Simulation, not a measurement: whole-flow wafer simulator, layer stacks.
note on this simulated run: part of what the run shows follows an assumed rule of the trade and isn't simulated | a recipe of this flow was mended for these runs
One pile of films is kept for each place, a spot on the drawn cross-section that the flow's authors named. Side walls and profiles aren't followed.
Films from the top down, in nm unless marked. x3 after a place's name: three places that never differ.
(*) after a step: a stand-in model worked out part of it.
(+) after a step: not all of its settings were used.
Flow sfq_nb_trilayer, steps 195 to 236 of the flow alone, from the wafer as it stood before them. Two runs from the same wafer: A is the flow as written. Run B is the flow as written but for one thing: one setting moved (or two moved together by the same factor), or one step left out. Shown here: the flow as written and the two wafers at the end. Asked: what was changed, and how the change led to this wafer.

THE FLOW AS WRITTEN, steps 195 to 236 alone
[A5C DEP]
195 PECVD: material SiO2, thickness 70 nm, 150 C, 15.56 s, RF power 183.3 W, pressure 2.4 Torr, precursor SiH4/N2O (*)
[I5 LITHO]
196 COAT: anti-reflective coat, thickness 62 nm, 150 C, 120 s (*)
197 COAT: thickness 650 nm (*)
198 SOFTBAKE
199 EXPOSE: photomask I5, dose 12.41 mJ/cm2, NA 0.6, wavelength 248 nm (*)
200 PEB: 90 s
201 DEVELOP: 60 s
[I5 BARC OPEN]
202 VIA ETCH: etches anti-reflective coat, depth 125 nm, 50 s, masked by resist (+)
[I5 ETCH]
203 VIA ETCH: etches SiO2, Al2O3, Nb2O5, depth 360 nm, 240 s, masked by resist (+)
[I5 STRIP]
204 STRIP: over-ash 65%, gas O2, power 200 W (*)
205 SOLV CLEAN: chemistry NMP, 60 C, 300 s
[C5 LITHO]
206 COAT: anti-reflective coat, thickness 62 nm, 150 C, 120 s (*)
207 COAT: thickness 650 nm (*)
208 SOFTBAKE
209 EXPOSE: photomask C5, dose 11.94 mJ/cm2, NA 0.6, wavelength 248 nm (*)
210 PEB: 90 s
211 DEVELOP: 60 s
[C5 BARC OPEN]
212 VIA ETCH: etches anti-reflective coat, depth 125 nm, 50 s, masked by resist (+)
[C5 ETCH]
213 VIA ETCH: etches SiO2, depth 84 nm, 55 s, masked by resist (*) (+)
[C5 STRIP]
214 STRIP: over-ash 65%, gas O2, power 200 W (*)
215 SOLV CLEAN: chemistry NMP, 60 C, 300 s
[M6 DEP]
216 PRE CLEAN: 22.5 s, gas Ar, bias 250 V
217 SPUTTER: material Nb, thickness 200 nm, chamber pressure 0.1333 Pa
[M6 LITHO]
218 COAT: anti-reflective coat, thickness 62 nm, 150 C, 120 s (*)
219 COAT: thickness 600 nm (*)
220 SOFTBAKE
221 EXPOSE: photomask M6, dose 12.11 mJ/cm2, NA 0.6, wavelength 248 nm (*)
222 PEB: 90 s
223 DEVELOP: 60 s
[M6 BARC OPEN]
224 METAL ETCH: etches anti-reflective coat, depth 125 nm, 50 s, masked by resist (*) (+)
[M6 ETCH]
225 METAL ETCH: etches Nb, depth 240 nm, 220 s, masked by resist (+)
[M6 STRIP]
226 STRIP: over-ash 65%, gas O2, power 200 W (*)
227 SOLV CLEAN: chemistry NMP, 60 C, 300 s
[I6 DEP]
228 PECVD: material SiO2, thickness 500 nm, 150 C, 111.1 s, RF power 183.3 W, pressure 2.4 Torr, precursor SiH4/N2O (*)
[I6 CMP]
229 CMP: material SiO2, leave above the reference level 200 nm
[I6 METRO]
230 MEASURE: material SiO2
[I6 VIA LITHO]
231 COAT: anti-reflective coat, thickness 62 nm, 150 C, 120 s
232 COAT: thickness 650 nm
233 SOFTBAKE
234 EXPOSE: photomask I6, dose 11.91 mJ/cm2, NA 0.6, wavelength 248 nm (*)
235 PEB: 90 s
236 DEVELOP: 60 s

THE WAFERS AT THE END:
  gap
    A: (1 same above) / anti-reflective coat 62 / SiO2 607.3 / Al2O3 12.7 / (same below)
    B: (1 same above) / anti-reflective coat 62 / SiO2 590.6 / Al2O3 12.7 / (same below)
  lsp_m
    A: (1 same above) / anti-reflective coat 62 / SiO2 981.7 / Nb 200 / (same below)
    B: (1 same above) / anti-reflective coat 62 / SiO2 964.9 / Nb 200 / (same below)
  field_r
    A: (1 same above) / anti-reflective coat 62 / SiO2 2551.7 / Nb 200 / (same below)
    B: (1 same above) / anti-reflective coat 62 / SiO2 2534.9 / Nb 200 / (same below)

The cause: step 195, PECVD: 11.82 s was run, where the flow has 15.56 s.

How the change led to this, step by step:
  195 PECVD: material SiO2, thickness 70 nm, 150 C, 15.56 s, RF power 183.3 W, pressure 2.4 Torr, precursor SiH4/N2O (*)
      field_l, v_sur, via_wl and 92 more: A SiO2 +70 | B SiO2 +53.2
      ce_l, c5j, ce_r and 8 more: A SiO2 +70 (new film) | B SiO2 +53.2 (new film)
  203 VIA ETCH: etches SiO2, Al2O3, Nb2O5, depth 360 nm, 240 s, masked by resist (+)
      be: A SiO2 -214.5 (all of it), Al2O3 -12.7 (all of it), Nb2O5 -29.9 (all of it), Nb -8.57 | B SiO2 -197.7 (all of it), Al2O3 -12.7 (all of it), Nb2O5 -29.9 (all of it), Nb -9.97
  213 VIA ETCH: etches SiO2, depth 84 nm, 55 s, masked by resist (*) (+)
      c5j: A SiO2 -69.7 (all of it), Nb -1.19 | B SiO2 -53 (all of it), Nb -2.59
      res: A SiO2 -69.7 (all of it), Ti -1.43 | B SiO2 -52.9 (all of it), Ti -3.11
  217 SPUTTER: material Nb, thickness 200 nm, chamber pressure 0.1333 Pa
      be: A Nb +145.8 | B Nb +149.3
      c5j: A Nb +188.4 | B Nb +193.2
  218 COAT: anti-reflective coat, thickness 62 nm, 150 C, 120 s (*)
      jj_sur: A anti-reflective coat +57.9 (new film) | B anti-reflective coat +60.2 (new film)
      ce_l: A anti-reflective coat +56.7 (new film) | B anti-reflective coat +60.7 (new film)
      (and at 6 more places)
  226 STRIP: over-ash 65%, gas O2, power 200 W (*)
      be: A KrF-resist-other-grade -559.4 (all of it), anti-reflective coat -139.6 (all of it) | B KrF-resist-other-grade -546 (all of it), anti-reflective coat -136.9 (all of it)
      jj_sur: A KrF-resist-other-grade -361.7 (all of it), anti-reflective coat -57.9 (all of it) | B KrF-resist-other-grade -361.1 (all of it), anti-reflective coat -60.2 (all of it)
      (and at 7 more places)
  228 PECVD: material SiO2, thickness 500 nm, 150 C, 111.1 s, RF power 183.3 W, pressure 2.4 Torr, precursor SiH4/N2O (*)
      be: A SiO2 +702 (new film) | B SiO2 +683.1 (new film)
      c5j: A SiO2 +514.7 (new film) | B SiO2 +500 (new film)
  229 CMP: material SiO2, leave above the reference level 200 nm
      c5j: A SiO2 -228 | B SiO2 -233.5
      res: A SiO2 -279.3 | B SiO2 -297.4
